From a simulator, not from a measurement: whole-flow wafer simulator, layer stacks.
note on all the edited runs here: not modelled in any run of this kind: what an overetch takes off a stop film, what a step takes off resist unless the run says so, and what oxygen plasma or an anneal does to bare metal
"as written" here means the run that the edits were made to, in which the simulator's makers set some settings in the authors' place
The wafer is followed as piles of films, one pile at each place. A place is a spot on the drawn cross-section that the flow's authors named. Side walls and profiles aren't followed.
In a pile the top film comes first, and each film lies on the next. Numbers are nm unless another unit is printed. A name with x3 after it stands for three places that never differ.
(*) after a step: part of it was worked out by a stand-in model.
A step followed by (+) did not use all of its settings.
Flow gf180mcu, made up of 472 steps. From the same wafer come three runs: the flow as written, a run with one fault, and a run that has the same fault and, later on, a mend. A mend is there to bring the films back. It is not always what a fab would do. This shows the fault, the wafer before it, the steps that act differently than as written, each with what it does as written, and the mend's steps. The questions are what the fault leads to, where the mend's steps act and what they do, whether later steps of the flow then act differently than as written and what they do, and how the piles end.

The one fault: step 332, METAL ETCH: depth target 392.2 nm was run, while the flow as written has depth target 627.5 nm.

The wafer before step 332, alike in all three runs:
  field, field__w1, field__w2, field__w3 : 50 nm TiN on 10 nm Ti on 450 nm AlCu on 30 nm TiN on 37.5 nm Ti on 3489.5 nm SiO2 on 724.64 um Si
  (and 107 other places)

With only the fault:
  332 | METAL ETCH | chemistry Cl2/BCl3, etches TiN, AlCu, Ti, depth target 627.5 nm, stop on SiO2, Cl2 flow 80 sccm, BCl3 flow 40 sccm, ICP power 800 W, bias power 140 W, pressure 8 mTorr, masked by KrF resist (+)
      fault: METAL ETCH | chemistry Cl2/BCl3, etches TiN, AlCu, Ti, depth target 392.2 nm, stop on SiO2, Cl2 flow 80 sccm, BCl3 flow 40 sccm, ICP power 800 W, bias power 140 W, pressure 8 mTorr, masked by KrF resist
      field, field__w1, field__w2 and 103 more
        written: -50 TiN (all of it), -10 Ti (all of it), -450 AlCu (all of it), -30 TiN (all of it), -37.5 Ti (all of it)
        fault: -50 TiN (all of it), -10 Ti (all of it), -332.2 AlCu
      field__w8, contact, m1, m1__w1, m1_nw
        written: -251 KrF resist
        fault: -156.9 KrF resist
  Steps further on in the flow that do not act as written:
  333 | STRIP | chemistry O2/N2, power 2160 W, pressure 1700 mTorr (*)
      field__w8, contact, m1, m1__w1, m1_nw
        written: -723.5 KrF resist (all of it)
        fault: -817.6 KrF resist (all of it)
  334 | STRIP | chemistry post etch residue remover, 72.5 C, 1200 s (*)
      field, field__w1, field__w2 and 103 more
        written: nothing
        fault: -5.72 AlCu
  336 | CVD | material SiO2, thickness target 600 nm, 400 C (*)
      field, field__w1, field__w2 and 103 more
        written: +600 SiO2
        fault: +600 SiO2 (new film)
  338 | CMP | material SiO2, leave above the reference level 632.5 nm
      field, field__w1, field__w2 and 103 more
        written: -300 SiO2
        fault: -479.6 SiO2
  At field, field__w1, field__w2 and 104 more, the piles at the end differ from the flow's by more than 2% or 0.5 nm, whichever is larger.
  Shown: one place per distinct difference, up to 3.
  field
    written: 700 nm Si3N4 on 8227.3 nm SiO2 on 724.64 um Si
    fault: 700 nm Si3N4 on 4558.2 nm SiO2 on 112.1 nm AlCu on 30 nm TiN on 37.5 nm Ti on 3489.5 nm SiO2 on 724.64 um Si
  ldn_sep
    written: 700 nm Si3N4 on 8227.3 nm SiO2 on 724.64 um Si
    fault: 700 nm Si3N4 on 4558.2 nm SiO2 on 112.1 nm AlCu on 30 nm TiN on 37.5 nm Ti on 3489.4 nm SiO2 on 724.64 um Si
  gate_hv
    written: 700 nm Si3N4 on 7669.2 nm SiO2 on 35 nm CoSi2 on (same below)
    fault: 700 nm Si3N4 on 4558.2 nm SiO2 on 112.1 nm AlCu on 30 nm TiN on 37.5 nm Ti on 2931.3 nm SiO2 on 35 nm CoSi2 on (same below)

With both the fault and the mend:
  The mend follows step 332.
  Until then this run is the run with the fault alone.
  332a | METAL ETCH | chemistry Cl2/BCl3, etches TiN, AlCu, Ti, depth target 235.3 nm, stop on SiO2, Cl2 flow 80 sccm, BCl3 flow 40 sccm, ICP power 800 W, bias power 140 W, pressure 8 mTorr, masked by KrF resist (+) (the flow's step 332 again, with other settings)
      field, field__w1, field__w2 and 103 more
        -117.8 AlCu (all of it), -30 TiN (all of it), -37.5 Ti (all of it)
      field__w8, contact, m1, m1__w1, m1_nw
        -94.1 KrF resist
  Later steps of the flow that are run all act as written at every place that is followed.
  The piles end the same as the flow's at every place that both follow.
